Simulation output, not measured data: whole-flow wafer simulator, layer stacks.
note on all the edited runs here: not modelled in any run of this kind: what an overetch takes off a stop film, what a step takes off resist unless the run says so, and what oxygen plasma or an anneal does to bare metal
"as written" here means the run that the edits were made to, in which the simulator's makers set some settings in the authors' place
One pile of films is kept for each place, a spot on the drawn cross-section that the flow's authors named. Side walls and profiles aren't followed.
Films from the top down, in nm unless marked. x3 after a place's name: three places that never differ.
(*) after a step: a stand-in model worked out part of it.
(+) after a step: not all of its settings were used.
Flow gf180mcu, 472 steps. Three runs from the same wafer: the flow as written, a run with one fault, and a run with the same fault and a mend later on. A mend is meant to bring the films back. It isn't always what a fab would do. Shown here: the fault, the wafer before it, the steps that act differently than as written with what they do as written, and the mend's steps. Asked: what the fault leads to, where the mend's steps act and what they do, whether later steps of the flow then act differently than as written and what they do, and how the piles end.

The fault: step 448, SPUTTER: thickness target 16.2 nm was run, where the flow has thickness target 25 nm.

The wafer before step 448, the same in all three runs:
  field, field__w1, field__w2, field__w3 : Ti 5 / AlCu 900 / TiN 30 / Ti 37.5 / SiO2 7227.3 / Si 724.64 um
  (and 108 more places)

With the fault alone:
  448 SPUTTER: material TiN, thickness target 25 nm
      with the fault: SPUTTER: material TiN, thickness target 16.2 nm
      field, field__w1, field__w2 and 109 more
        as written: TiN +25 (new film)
        with the fault: TiN +16.2 (new film)
  Later steps of the flow that act differently than as written (5 more steps differ only slightly, by at most 2% or 0.5 nm, whichever is larger, and aren't shown):
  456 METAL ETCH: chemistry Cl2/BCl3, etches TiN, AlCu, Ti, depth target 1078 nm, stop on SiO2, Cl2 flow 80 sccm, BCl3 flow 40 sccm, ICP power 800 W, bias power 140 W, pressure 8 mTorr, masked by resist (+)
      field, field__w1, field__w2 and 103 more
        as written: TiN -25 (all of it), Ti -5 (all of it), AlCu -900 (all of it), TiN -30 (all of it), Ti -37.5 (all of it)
        with the fault: TiN -16.2 (all of it), Ti -5 (all of it), AlCu -900 (all of it), TiN -30 (all of it), Ti -37.5 (all of it)
  At the end the piles differ from the flow's by more than 2% or 0.5 nm, whichever is larger, at field__w8, contact, m1, m1__w1, pad, m1_nw.
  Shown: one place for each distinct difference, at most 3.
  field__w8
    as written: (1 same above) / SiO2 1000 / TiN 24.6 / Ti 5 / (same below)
    with the fault: (1 same above) / SiO2 1000 / TiN 15.8 / Ti 5 / (same below)
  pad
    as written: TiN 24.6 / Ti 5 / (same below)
    with the fault: TiN 15.8 / Ti 5 / (same below)

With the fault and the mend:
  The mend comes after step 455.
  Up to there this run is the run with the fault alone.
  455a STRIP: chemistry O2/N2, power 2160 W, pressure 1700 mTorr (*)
      field__w8, contact, m1, m1__w1, pad, m1_nw
        resist -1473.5 (all of it)
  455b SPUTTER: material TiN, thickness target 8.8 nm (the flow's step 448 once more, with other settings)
      field, field__w1, field__w2 and 109 more
        TiN +8.8
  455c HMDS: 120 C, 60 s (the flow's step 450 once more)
      changes no film at any place that is followed
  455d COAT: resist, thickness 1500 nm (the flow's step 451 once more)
      field, field__w1, field__w2 and 109 more
        resist +1500 (new film)
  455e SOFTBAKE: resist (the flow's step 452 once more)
      changes no film at any place that is followed
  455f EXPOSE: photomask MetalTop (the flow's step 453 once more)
      changes no film at any place that is followed
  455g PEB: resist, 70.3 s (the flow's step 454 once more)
      field, field__w1, field__w2 and 109 more
        resist -26.5
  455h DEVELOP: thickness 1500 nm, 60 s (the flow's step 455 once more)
      field, field__w1, field__w2 and 103 more
        resist -1473.5 (all of it)
  No later step of the flow acts differently than as written at any place that is followed.
  At the end the piles are the same as the flow's at every place that both follow.
